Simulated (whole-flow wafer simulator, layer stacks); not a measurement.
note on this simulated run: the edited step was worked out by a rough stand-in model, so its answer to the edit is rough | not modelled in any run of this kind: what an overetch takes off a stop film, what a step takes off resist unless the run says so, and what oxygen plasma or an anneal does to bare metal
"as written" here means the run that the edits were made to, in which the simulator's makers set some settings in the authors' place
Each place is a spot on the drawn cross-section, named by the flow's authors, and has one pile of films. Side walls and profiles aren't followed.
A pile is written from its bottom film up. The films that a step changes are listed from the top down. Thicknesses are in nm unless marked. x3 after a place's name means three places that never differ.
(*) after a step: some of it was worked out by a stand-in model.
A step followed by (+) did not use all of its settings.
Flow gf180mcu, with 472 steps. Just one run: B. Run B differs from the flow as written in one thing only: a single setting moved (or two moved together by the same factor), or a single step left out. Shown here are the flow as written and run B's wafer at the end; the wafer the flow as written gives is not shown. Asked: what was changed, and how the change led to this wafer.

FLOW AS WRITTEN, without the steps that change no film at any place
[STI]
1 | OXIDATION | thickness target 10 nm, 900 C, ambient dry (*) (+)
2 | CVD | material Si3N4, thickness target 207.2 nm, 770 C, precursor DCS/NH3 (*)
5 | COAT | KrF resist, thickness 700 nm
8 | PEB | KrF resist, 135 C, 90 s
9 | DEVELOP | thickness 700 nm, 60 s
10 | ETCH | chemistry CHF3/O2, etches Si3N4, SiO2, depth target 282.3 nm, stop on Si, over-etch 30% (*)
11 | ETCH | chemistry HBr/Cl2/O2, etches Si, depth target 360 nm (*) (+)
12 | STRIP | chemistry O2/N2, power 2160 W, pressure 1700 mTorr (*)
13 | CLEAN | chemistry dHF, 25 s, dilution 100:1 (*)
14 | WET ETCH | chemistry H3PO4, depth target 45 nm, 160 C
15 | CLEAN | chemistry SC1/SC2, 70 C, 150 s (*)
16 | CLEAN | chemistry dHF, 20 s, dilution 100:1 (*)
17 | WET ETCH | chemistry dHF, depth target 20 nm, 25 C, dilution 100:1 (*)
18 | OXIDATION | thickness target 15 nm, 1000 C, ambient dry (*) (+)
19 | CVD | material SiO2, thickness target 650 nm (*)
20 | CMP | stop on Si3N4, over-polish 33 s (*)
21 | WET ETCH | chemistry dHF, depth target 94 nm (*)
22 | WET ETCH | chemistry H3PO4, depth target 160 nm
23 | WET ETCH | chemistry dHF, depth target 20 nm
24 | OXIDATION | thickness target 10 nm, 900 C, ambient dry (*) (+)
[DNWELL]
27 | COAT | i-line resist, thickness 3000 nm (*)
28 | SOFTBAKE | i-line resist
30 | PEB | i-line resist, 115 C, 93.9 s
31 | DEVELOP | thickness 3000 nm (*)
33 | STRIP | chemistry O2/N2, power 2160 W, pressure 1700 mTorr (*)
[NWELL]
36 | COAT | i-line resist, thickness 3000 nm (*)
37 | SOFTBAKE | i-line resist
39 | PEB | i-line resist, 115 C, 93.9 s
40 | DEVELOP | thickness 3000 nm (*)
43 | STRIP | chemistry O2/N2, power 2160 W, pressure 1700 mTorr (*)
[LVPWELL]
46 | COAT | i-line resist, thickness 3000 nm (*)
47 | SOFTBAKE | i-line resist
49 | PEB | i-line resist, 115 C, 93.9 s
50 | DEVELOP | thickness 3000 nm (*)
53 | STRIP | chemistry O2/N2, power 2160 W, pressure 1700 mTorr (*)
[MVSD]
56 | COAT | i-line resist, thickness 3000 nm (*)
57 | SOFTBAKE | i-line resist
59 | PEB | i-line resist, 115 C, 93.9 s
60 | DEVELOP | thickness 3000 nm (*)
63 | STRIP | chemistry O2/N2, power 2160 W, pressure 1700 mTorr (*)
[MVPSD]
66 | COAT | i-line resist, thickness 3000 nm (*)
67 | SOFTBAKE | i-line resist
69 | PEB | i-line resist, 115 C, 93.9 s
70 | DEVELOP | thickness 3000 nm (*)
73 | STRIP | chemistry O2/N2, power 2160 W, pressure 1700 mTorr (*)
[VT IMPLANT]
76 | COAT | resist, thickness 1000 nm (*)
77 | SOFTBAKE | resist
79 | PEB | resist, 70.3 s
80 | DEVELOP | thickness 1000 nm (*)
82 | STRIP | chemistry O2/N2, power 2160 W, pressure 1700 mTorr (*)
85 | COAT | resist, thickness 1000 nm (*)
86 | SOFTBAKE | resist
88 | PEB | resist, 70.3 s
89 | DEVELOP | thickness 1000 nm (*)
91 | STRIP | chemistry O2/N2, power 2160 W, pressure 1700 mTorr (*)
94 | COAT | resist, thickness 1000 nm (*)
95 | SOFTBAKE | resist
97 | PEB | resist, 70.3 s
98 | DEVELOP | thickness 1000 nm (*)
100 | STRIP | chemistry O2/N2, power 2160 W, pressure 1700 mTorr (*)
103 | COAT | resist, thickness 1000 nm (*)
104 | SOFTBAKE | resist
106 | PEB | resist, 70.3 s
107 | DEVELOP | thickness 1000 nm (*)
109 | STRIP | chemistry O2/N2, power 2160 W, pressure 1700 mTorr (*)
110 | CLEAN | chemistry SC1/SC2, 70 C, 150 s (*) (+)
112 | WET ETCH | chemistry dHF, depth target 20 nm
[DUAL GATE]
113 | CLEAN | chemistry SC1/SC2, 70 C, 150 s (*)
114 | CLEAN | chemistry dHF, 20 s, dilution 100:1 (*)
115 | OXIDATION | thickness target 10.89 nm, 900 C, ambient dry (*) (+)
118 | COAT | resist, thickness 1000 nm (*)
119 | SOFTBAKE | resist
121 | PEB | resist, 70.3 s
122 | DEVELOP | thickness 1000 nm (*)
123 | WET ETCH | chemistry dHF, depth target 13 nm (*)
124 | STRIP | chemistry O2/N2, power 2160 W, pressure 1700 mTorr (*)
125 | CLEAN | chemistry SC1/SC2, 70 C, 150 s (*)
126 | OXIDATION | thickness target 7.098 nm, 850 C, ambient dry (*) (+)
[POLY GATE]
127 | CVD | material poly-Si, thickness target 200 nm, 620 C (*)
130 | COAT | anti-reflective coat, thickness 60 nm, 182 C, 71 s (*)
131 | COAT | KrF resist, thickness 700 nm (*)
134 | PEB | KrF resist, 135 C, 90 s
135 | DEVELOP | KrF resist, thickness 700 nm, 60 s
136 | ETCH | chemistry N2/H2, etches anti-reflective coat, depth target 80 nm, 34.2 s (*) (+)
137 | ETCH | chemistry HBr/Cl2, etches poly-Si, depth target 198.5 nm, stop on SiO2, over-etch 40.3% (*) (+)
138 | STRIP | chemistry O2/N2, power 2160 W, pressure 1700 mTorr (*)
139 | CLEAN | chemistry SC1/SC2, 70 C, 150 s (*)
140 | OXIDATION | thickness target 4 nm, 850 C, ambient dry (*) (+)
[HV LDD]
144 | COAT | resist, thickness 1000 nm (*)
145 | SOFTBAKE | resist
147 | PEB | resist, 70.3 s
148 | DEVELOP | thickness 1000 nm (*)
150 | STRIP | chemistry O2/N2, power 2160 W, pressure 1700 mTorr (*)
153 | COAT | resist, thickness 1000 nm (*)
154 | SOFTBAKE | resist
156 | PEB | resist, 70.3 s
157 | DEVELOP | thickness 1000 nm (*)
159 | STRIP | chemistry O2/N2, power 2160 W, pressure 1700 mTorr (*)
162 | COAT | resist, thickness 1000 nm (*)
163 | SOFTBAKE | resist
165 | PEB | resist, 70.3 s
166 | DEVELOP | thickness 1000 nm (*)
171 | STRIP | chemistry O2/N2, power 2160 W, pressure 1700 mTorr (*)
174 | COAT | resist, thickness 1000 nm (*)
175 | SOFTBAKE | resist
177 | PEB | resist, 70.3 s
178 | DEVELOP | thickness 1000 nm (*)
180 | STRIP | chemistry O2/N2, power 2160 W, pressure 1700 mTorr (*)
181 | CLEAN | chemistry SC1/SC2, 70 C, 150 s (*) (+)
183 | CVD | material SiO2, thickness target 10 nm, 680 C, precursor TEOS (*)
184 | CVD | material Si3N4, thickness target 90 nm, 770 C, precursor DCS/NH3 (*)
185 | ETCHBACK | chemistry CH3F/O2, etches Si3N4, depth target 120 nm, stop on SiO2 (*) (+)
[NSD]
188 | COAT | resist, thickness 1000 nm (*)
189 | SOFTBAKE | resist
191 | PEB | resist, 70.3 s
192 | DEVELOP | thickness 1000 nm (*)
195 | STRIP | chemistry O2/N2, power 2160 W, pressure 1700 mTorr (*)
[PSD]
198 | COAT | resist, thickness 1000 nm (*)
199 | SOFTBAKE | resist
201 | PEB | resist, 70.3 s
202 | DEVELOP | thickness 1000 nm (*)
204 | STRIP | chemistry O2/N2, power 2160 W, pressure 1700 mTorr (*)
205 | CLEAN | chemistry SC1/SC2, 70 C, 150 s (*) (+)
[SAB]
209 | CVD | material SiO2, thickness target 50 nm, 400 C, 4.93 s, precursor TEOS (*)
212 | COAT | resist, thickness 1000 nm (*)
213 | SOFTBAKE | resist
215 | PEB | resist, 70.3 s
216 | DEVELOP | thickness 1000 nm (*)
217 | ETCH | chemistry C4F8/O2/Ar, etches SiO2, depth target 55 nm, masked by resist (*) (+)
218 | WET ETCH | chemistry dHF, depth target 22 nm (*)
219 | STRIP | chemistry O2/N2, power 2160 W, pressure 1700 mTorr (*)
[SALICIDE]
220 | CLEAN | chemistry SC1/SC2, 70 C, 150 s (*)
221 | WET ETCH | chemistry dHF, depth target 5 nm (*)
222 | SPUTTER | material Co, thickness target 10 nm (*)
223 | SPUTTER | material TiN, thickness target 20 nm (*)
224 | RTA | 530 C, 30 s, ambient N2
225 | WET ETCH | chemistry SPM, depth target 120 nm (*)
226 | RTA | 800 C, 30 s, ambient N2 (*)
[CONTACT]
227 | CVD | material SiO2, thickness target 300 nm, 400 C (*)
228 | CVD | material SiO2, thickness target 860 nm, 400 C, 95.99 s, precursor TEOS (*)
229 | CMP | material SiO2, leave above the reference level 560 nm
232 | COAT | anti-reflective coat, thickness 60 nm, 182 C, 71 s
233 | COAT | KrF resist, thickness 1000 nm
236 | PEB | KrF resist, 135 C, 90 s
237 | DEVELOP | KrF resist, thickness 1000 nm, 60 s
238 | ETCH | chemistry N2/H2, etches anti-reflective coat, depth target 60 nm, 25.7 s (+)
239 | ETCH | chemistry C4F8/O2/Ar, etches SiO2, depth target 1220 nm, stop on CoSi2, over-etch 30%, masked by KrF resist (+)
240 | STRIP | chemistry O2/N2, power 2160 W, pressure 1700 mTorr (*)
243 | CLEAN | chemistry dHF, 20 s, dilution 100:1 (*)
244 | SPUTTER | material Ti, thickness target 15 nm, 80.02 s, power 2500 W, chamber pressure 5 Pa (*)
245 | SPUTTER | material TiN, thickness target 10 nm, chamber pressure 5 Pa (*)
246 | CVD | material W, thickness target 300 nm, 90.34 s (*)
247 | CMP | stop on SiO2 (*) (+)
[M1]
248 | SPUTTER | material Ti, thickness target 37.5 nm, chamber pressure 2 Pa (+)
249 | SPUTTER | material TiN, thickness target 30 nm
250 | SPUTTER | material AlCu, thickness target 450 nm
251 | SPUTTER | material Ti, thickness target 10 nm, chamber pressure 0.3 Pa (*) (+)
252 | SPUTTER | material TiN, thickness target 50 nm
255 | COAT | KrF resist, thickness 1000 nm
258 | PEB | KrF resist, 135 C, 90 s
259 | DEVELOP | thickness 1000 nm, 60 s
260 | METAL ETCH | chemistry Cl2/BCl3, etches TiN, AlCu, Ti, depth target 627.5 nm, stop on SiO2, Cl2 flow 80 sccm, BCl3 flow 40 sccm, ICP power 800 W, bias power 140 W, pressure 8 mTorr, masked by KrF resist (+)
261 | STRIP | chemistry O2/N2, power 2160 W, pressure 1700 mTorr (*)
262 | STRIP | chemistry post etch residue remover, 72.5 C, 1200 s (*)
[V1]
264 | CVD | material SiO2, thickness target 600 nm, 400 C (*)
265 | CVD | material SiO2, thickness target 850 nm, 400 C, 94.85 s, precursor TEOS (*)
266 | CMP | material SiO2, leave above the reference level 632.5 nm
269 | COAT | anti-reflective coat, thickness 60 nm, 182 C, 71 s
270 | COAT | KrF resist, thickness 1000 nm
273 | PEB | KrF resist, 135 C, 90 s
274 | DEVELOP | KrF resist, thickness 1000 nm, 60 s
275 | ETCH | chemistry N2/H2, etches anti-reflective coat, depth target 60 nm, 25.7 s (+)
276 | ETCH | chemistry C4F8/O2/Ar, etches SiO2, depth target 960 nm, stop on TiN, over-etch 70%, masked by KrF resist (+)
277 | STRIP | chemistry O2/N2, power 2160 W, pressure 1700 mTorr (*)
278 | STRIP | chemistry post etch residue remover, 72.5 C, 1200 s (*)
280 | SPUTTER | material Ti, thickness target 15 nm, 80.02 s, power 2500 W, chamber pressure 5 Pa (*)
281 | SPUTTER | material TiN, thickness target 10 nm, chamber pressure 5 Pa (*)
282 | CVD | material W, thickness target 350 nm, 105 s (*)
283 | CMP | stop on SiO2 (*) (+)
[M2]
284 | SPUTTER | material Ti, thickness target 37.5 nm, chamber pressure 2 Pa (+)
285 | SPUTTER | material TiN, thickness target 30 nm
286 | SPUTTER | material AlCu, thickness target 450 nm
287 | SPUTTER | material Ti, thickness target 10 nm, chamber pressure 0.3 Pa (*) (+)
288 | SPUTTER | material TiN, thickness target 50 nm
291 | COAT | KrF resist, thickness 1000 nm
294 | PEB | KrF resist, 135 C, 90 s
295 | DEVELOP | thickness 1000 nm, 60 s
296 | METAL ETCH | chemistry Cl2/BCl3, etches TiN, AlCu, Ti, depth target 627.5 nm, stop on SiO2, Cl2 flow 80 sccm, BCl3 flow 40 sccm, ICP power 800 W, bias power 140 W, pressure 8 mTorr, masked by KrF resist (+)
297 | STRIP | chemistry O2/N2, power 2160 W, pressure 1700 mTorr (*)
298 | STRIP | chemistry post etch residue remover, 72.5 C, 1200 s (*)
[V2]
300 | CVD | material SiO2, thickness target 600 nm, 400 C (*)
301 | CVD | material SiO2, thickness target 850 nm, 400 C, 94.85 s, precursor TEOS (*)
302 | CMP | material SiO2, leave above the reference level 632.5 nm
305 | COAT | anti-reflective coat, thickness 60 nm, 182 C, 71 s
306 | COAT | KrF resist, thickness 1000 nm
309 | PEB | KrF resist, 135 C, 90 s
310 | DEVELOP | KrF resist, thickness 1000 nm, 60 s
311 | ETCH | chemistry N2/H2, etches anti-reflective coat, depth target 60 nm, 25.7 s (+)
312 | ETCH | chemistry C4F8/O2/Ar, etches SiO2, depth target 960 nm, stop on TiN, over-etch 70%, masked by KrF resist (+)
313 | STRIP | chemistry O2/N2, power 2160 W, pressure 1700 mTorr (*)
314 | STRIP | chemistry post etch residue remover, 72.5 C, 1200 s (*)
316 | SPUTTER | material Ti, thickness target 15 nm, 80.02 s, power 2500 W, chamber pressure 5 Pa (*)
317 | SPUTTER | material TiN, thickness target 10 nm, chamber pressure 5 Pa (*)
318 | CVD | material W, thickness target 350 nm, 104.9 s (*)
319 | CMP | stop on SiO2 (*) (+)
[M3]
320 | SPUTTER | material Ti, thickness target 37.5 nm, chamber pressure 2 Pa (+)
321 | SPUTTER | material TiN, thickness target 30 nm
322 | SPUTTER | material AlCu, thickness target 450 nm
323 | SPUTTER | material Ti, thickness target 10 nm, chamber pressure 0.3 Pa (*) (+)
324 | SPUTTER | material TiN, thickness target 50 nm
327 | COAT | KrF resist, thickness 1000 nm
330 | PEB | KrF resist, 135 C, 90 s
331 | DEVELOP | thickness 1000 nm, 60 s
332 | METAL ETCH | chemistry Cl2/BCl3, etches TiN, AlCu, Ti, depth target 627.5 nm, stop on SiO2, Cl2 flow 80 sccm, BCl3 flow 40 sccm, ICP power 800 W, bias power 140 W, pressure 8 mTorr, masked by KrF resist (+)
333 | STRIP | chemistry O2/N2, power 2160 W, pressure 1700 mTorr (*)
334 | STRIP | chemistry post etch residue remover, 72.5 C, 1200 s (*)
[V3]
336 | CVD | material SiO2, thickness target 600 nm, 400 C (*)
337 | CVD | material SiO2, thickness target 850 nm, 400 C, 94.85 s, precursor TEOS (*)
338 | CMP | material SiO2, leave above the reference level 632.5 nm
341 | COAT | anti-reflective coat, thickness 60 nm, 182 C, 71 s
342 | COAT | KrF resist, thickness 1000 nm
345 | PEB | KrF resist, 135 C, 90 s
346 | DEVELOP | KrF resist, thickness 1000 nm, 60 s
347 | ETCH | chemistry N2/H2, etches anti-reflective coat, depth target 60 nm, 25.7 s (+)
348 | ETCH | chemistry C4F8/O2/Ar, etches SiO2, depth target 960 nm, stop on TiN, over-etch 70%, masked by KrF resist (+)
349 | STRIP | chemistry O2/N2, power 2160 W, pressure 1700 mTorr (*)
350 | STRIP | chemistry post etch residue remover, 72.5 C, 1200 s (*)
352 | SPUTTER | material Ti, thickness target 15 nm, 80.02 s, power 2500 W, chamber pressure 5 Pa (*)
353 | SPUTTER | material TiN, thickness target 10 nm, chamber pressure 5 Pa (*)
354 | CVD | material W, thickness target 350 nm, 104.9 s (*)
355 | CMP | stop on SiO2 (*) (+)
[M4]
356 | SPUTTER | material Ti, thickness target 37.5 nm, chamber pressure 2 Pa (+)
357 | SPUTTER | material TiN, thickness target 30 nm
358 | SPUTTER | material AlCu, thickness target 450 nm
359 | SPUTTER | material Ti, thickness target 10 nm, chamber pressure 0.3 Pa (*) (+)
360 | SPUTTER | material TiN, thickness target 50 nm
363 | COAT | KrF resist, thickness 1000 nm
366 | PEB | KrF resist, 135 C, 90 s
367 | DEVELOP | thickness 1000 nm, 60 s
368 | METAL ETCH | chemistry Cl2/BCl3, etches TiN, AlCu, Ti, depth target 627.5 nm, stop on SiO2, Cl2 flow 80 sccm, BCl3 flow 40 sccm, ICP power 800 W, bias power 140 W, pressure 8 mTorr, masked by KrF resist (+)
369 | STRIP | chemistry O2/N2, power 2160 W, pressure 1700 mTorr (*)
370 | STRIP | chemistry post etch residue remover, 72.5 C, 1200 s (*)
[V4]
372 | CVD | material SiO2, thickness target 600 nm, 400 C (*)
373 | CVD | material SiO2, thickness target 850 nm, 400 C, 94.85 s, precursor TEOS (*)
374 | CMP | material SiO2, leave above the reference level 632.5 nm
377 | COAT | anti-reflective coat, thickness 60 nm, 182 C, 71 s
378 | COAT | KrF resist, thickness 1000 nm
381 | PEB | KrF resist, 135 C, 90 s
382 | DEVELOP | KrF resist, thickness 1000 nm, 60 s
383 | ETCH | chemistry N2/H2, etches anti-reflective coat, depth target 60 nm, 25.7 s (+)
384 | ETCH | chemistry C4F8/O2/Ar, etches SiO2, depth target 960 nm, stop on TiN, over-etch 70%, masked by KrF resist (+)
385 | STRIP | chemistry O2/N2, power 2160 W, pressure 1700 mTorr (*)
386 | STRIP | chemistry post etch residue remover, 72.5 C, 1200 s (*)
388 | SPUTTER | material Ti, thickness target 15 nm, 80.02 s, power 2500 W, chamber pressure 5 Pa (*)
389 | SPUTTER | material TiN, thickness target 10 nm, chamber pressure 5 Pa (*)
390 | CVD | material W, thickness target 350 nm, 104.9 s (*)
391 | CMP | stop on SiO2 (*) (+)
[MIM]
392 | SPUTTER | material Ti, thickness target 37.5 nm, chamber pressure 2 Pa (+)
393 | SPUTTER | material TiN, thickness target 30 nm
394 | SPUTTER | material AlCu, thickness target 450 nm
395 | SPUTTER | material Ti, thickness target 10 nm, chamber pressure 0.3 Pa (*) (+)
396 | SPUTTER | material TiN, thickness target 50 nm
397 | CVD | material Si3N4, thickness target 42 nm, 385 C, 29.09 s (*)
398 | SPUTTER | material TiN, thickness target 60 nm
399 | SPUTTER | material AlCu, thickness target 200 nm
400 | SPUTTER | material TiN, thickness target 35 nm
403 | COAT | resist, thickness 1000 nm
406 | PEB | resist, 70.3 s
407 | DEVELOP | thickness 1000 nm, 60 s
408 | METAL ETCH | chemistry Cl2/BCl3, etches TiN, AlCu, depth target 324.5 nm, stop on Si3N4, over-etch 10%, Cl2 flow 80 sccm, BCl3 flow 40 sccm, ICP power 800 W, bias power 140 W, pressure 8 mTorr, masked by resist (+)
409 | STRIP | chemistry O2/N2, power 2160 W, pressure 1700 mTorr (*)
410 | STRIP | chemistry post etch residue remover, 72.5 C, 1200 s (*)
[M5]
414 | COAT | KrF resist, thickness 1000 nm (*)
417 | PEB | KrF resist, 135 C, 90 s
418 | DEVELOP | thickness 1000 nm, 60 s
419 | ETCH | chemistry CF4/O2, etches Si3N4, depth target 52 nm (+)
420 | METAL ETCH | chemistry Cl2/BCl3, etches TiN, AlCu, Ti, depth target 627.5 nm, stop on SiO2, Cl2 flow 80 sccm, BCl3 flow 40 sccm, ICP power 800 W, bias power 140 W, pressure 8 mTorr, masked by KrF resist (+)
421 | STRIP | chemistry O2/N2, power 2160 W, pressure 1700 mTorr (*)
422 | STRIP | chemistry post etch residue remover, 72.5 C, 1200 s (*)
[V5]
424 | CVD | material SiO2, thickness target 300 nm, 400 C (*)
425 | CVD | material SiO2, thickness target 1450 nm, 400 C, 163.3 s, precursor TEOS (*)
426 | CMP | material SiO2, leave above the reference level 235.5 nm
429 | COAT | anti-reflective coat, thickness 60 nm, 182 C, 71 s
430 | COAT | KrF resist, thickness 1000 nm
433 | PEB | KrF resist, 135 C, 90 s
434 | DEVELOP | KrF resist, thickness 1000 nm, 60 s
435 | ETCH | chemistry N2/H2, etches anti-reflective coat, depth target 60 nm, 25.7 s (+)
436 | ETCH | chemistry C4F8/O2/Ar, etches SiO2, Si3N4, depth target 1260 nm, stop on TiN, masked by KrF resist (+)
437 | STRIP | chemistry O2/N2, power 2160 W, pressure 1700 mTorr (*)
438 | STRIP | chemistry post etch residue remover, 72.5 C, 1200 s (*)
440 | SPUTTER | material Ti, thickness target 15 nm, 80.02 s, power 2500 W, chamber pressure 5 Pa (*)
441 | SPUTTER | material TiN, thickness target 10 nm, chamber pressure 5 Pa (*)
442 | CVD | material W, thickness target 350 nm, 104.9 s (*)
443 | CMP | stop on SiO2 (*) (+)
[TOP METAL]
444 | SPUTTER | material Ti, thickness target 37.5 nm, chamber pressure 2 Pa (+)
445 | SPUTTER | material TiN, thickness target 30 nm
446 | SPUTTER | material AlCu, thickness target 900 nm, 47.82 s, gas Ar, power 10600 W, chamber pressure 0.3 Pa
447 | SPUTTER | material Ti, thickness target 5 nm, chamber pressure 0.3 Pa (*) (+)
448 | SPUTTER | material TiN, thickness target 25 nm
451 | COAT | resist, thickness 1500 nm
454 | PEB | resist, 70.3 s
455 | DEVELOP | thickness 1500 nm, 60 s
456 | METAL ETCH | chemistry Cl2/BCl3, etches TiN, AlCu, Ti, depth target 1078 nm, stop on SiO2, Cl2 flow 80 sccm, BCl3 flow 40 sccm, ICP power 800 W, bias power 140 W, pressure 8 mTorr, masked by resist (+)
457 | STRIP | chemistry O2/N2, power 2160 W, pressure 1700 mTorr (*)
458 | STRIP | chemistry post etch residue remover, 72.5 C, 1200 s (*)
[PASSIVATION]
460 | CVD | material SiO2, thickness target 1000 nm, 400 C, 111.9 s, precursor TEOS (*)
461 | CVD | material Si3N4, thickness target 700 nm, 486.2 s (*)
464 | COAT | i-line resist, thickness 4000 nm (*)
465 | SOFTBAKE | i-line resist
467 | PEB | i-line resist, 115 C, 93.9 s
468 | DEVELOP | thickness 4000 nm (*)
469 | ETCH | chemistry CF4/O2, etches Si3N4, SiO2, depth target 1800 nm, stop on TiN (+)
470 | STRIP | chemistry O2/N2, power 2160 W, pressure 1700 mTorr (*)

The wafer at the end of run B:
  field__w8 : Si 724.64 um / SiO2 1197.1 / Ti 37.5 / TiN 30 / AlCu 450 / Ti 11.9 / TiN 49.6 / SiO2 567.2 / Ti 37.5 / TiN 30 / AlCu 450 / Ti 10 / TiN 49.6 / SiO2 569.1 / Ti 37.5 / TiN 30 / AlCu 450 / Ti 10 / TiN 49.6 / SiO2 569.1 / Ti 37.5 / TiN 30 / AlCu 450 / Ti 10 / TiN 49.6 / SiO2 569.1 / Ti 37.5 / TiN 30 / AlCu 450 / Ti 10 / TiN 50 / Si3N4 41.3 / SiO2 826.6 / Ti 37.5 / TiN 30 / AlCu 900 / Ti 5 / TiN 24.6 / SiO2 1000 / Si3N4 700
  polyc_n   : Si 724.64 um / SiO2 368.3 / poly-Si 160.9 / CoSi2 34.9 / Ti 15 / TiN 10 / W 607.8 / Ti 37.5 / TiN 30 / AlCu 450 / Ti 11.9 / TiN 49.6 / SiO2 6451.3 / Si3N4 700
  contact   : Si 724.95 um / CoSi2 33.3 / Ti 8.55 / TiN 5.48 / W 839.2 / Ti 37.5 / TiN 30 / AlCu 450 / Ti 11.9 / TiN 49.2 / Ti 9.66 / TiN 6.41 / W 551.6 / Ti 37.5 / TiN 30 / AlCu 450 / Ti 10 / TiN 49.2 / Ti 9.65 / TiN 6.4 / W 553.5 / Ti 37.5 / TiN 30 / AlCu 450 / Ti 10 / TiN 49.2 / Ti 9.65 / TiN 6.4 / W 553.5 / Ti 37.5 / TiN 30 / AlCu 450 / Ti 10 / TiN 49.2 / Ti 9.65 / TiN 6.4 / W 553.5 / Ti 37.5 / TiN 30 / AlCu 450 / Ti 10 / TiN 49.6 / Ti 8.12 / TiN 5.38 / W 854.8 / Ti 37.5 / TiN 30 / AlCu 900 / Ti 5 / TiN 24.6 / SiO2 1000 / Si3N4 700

What caused this: step 251, SPUTTER: thickness target 11.9 nm was run, though the flow has thickness target 10 nm.
One can read it off the wafer: field__w8 has Ti 11.9, and step 251 as written asks for 10 nm.

Step by step, how the change led to this:
  251 | SPUTTER | material Ti, thickness target 10 nm, chamber pressure 0.3 Pa (*) (+)
      field, field__w1, field__w2 and 108 more: Ti gains 11.9 (new film) (as written it would have been: Ti gains 10 (new film))
  260 | METAL ETCH | chemistry Cl2/BCl3, etches TiN, AlCu, Ti, depth target 627.5 nm, stop on SiO2, Cl2 flow 80 sccm, BCl3 flow 40 sccm, ICP power 800 W, bias power 140 W, pressure 8 mTorr, masked by KrF resist (+)
      field, field__w1, field__w2 and 99 more: TiN loses 50 (all of it), Ti loses 11.9 (all of it), AlCu loses 450 (all of it), TiN loses 30 (all of it), Ti loses 37.5 (all of it) (as written it would have been: TiN loses 50 (all of it), Ti loses 10 (all of it), AlCu loses 450 (all of it), TiN loses 30 (all of it), Ti loses 37.5 (all of it))
